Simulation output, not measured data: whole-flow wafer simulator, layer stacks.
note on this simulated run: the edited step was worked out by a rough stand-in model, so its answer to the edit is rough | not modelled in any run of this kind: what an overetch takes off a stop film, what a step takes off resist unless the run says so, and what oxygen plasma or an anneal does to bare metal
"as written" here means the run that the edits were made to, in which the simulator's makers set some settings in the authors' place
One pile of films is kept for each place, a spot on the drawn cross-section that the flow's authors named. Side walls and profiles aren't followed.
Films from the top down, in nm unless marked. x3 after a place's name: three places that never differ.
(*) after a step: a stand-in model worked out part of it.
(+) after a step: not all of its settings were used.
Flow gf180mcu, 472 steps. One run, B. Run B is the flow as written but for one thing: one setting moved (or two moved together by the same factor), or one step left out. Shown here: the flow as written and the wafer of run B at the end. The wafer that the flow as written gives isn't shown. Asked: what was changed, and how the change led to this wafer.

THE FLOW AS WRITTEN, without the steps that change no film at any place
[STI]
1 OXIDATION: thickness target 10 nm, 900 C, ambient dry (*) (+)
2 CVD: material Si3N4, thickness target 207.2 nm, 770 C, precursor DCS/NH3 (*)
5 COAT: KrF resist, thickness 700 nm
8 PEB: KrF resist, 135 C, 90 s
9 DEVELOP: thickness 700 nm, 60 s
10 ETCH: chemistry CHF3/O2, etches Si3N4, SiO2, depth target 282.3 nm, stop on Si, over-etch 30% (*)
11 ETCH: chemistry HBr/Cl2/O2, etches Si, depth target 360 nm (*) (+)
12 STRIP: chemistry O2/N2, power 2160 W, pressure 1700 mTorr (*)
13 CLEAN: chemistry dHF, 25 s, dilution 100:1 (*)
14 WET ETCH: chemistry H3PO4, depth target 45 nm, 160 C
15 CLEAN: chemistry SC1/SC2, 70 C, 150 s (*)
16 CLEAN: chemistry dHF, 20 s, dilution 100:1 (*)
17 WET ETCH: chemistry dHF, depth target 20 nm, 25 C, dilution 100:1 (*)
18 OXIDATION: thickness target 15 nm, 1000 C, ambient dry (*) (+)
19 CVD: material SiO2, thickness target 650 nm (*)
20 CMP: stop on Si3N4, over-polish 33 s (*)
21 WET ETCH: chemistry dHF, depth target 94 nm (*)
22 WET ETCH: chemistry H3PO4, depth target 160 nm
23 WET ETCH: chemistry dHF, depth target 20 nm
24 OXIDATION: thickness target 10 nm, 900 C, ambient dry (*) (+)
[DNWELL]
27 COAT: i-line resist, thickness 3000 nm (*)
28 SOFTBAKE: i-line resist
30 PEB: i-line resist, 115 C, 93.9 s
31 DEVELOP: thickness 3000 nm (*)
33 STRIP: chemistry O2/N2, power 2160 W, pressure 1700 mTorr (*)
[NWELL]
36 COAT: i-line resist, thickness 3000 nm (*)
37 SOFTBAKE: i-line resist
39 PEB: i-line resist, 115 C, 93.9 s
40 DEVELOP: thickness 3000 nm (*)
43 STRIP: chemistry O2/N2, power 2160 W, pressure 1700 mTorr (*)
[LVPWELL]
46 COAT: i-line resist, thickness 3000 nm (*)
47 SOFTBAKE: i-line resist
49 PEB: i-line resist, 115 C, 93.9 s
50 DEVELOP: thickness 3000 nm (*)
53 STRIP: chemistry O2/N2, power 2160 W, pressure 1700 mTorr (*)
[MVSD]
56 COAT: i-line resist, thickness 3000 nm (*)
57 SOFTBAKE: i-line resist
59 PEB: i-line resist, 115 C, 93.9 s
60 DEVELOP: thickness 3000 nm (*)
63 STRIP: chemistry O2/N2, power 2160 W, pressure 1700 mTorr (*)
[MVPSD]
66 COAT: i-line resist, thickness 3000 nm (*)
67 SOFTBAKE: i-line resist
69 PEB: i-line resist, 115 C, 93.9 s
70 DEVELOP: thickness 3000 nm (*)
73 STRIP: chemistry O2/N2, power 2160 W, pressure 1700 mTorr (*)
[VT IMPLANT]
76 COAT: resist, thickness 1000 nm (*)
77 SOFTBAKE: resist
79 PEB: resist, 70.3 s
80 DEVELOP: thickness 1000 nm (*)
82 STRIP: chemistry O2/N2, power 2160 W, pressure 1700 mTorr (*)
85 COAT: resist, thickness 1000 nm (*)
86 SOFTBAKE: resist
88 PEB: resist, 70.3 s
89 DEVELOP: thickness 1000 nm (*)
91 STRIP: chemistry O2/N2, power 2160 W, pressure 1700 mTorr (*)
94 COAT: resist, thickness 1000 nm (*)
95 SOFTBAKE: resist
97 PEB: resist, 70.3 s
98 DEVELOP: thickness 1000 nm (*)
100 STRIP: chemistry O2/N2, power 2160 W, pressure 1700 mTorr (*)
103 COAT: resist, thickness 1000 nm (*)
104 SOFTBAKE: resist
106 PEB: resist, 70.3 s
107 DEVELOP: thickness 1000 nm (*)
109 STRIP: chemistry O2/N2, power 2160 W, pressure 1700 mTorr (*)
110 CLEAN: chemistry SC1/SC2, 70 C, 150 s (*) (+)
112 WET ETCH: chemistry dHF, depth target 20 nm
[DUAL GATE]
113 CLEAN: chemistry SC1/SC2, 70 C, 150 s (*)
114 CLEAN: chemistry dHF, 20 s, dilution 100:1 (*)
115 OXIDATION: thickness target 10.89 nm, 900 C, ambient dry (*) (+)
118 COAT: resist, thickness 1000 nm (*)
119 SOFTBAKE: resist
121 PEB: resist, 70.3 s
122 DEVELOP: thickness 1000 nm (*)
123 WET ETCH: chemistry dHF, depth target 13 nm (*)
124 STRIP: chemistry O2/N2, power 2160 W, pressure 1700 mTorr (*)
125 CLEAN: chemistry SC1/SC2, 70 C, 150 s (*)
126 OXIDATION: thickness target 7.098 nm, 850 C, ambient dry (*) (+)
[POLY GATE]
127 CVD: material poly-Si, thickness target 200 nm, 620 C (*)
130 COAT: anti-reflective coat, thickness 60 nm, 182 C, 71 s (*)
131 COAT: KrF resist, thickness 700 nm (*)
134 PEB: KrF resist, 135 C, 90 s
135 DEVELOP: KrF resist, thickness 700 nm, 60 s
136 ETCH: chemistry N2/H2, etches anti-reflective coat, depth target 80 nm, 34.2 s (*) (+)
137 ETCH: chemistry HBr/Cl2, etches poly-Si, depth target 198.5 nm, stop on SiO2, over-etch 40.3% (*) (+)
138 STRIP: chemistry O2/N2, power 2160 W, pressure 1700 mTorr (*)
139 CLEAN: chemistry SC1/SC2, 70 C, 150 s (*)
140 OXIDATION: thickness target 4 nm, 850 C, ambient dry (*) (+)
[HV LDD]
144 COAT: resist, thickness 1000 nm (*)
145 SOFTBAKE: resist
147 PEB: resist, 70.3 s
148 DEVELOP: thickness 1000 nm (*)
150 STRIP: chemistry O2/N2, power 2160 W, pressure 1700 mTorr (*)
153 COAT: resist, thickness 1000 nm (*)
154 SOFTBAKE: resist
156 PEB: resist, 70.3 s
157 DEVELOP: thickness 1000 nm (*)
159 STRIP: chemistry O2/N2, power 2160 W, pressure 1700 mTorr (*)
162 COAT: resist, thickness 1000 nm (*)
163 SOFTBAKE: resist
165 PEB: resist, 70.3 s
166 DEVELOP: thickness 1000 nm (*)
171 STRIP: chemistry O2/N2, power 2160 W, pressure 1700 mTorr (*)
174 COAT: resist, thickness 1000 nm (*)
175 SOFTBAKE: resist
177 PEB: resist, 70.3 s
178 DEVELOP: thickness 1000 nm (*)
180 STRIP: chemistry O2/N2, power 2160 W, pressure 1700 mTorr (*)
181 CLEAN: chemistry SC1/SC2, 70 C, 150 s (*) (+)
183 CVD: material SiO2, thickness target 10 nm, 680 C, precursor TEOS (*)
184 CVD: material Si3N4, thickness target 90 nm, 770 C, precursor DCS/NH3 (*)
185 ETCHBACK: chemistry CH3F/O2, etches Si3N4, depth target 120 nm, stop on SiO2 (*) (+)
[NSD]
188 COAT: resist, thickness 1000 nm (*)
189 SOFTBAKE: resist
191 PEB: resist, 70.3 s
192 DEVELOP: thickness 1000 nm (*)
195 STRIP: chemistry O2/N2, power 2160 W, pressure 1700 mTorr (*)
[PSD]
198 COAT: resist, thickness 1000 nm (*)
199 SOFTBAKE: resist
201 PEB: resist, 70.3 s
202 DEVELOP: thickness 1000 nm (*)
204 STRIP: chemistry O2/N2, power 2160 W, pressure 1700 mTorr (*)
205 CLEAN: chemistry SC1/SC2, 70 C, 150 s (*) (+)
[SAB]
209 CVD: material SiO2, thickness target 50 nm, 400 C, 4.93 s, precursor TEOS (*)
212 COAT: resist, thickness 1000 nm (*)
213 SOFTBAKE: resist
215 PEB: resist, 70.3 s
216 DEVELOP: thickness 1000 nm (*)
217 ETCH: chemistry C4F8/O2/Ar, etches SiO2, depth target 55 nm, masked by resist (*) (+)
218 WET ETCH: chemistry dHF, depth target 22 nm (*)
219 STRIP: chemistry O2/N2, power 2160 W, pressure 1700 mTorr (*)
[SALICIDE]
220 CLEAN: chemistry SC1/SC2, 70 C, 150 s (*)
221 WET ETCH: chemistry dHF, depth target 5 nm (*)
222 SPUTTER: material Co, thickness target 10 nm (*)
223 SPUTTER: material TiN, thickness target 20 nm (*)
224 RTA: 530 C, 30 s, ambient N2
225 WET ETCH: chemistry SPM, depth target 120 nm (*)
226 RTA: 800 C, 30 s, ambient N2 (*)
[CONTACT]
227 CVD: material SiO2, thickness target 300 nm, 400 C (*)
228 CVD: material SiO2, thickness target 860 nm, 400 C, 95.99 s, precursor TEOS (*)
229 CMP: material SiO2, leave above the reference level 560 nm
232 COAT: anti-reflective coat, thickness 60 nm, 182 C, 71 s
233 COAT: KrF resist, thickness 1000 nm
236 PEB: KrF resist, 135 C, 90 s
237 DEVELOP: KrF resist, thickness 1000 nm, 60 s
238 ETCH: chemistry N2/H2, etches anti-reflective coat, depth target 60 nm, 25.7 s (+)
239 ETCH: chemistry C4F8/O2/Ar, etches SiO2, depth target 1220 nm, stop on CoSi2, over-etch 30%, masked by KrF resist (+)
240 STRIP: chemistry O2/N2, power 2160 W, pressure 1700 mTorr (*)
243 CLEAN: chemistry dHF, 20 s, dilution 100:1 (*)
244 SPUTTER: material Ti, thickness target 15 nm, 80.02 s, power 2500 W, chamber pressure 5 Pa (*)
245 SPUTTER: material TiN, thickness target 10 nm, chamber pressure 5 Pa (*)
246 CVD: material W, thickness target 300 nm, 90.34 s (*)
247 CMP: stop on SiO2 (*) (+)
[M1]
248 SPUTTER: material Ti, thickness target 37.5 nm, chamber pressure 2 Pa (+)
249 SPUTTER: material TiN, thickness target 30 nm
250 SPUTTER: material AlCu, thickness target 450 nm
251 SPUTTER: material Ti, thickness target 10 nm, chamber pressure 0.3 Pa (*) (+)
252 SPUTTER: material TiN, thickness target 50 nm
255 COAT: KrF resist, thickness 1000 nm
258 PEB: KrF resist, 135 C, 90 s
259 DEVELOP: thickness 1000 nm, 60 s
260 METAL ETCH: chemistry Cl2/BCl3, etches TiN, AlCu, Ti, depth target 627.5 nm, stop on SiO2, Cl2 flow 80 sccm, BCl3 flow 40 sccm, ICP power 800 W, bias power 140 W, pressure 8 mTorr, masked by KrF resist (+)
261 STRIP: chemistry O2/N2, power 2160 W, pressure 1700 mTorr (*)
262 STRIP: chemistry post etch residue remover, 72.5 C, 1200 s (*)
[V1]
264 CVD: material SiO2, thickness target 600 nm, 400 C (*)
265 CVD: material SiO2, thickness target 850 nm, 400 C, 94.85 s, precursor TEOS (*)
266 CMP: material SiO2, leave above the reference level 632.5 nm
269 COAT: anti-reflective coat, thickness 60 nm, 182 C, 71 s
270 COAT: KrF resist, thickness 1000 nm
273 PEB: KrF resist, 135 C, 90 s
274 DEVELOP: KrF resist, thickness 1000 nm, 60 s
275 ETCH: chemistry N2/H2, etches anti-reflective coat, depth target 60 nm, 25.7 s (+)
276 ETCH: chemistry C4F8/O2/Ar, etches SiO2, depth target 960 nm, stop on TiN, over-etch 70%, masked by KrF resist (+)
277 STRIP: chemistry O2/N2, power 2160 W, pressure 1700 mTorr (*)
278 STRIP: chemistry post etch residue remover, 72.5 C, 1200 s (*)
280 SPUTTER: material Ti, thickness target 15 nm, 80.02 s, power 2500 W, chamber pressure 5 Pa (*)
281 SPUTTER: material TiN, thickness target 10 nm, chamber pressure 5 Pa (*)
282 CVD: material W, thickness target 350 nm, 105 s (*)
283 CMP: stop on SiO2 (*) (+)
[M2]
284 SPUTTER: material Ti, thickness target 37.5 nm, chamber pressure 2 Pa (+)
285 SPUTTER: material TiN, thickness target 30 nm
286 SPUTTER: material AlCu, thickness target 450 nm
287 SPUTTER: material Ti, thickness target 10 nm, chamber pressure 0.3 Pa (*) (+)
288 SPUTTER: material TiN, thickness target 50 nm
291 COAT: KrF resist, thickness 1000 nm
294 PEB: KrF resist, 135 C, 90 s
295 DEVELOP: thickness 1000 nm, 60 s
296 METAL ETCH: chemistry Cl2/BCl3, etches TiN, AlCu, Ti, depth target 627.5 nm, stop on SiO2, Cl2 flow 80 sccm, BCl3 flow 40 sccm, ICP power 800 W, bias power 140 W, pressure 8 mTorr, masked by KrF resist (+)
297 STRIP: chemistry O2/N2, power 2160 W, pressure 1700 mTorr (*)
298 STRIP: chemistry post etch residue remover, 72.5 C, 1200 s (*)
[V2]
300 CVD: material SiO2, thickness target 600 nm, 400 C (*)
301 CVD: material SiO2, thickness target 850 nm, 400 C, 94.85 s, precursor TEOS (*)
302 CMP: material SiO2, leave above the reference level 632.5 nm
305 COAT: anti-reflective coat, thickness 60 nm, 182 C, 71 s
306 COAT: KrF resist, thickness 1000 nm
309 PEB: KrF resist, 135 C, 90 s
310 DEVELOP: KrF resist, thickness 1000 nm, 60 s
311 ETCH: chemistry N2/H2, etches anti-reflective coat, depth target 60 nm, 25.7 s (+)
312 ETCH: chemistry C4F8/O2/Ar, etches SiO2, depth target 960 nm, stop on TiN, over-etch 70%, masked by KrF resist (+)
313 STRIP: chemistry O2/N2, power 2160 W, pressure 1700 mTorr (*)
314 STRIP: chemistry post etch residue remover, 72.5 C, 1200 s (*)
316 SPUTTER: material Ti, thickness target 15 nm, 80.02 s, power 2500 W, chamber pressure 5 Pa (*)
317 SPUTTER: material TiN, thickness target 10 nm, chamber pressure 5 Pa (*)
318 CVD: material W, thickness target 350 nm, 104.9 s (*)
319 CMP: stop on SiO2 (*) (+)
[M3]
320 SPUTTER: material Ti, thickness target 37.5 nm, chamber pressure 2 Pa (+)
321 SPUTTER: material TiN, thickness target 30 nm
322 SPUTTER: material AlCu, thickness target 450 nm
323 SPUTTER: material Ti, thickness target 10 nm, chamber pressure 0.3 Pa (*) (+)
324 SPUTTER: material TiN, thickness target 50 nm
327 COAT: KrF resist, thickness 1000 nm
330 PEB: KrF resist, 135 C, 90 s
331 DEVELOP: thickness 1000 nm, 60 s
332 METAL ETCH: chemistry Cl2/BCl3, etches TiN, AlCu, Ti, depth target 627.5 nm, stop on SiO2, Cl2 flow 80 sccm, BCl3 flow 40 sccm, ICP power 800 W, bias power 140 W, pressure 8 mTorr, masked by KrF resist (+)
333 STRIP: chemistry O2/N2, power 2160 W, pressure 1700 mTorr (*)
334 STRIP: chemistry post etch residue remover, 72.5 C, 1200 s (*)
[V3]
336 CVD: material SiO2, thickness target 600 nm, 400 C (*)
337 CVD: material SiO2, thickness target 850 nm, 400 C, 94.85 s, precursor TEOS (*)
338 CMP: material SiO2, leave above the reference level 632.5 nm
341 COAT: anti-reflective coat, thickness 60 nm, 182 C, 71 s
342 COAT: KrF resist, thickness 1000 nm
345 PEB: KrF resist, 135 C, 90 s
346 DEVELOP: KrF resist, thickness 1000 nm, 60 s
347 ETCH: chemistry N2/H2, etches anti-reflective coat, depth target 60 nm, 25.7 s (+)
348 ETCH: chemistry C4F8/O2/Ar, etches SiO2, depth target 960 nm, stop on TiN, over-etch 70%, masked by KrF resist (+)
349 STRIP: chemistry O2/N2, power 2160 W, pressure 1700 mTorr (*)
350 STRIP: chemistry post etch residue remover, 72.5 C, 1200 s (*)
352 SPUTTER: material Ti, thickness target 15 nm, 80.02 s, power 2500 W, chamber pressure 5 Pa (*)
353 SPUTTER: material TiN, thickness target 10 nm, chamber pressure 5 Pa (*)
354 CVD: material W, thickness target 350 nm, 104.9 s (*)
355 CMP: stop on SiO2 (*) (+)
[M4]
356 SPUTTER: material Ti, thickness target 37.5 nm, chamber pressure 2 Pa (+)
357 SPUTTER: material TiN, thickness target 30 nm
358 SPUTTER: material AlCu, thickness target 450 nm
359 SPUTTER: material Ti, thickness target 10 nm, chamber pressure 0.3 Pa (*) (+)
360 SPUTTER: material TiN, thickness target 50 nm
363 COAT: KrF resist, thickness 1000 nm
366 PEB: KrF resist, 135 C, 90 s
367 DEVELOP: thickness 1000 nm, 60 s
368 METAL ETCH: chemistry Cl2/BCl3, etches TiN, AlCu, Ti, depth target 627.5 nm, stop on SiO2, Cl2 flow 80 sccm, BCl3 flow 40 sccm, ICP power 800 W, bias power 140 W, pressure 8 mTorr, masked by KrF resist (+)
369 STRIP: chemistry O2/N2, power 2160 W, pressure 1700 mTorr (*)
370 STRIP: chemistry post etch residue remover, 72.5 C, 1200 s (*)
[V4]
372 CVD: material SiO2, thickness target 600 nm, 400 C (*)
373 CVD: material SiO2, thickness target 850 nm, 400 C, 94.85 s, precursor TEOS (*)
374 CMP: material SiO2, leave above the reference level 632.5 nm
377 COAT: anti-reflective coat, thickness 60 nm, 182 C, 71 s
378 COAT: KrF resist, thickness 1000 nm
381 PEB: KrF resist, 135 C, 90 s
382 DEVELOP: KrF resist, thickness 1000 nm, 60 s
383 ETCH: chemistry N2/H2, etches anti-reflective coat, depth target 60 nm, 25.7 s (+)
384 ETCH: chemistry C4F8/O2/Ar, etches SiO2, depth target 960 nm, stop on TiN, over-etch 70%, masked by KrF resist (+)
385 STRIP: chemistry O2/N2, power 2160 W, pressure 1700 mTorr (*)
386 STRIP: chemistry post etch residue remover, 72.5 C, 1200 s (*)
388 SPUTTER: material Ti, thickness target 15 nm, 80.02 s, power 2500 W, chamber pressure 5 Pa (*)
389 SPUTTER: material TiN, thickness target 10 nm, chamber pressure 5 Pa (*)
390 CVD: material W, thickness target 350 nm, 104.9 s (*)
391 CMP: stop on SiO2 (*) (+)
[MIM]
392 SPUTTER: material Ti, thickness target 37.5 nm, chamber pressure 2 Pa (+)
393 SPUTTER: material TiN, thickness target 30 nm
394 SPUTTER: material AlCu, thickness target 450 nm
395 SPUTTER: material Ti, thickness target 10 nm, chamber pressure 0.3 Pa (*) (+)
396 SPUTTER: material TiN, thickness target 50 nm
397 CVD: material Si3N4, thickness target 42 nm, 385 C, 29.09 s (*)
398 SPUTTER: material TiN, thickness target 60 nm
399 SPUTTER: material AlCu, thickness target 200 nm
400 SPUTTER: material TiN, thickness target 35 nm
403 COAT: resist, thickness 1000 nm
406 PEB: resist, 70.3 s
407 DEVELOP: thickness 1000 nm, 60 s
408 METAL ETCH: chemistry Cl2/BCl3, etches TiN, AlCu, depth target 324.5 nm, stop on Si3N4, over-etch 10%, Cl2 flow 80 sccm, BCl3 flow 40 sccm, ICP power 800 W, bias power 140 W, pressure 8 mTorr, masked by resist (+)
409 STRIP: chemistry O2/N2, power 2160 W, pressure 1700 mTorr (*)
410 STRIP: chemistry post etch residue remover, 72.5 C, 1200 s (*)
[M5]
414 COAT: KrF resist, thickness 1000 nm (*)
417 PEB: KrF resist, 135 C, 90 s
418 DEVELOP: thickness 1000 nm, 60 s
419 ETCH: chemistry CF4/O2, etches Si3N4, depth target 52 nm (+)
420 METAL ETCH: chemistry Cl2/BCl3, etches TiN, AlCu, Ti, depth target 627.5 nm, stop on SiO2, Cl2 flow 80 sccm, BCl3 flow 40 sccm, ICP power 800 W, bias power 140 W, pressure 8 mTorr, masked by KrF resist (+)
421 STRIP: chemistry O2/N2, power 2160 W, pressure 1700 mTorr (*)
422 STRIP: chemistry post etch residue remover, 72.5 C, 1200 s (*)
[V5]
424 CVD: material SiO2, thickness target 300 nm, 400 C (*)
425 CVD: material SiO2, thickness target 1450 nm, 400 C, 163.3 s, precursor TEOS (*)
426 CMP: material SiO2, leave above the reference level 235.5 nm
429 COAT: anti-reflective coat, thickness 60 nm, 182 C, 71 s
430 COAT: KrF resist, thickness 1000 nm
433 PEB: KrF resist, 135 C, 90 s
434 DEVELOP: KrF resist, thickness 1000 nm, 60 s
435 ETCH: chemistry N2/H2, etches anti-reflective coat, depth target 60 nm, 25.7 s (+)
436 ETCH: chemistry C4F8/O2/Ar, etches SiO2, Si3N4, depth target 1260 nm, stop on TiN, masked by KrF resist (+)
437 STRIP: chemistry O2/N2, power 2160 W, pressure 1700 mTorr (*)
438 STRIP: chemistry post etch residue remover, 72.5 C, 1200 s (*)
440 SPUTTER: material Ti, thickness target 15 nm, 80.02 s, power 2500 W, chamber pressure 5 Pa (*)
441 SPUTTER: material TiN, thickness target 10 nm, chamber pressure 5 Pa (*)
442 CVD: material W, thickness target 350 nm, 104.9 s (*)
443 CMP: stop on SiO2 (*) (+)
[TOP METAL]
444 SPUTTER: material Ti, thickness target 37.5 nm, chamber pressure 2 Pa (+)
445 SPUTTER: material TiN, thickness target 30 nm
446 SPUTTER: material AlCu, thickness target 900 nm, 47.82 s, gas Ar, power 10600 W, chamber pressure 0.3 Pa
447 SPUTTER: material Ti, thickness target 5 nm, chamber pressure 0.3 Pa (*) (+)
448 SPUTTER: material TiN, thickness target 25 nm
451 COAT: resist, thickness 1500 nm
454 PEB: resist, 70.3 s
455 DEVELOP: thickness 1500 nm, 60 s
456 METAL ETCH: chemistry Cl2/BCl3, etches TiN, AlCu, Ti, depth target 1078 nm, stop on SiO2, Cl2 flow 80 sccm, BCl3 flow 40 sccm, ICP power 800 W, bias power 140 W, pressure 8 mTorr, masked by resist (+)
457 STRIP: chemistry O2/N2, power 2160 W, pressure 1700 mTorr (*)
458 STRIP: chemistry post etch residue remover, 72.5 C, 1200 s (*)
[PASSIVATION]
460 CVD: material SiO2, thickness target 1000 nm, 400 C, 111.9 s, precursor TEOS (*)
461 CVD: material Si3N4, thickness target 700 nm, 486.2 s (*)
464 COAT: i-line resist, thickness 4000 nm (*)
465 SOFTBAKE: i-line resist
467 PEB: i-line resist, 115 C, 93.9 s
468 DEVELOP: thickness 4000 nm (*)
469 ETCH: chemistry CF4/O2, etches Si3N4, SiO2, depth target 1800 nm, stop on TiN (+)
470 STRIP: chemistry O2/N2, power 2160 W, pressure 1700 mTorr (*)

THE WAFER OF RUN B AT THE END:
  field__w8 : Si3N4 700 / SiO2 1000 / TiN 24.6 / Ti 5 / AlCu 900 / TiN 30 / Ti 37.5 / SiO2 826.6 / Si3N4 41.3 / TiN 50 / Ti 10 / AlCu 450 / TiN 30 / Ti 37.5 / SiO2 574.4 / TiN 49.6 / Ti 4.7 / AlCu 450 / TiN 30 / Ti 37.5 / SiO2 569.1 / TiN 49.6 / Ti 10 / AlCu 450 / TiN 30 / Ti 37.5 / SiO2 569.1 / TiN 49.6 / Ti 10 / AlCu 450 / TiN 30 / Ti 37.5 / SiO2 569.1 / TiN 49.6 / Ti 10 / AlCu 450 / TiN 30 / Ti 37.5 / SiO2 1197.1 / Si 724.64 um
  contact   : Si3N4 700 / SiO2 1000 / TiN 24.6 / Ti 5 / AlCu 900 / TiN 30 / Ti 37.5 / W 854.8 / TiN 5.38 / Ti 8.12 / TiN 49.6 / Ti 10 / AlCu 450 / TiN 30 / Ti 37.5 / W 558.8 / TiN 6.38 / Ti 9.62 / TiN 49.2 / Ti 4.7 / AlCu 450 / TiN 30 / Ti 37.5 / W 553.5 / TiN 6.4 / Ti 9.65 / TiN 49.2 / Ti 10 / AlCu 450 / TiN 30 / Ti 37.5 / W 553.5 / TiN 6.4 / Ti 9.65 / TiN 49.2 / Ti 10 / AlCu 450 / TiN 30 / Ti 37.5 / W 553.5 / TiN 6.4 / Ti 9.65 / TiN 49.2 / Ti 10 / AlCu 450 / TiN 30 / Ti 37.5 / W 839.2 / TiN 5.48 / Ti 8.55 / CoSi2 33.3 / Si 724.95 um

The cause: step 359, SPUTTER: thickness target 4.7 nm was run, where the flow has thickness target 10 nm.
It can be read off the wafer: field__w8 has Ti 4.7, and step 359 as written asks for 10 nm.

How the change led to this, step by step:
  359 SPUTTER: material Ti, thickness target 10 nm, chamber pressure 0.3 Pa (*) (+)
      field, field__w1, field__w2 and 108 more: Ti +4.7 (new film) (as written it would be: Ti +10 (new film))
  368 METAL ETCH: chemistry Cl2/BCl3, etches TiN, AlCu, Ti, depth target 627.5 nm, stop on SiO2, Cl2 flow 80 sccm, BCl3 flow 40 sccm, ICP power 800 W, bias power 140 W, pressure 8 mTorr, masked by KrF resist (+)
      field, field__w1, field__w2 and 103 more: TiN -50 (all of it), Ti -4.7 (all of it), AlCu -450 (all of it), TiN -30 (all of it), Ti -37.5 (all of it) (as written it would be: TiN -50 (all of it), Ti -10 (all of it), AlCu -450 (all of it), TiN -30 (all of it), Ti -37.5 (all of it))
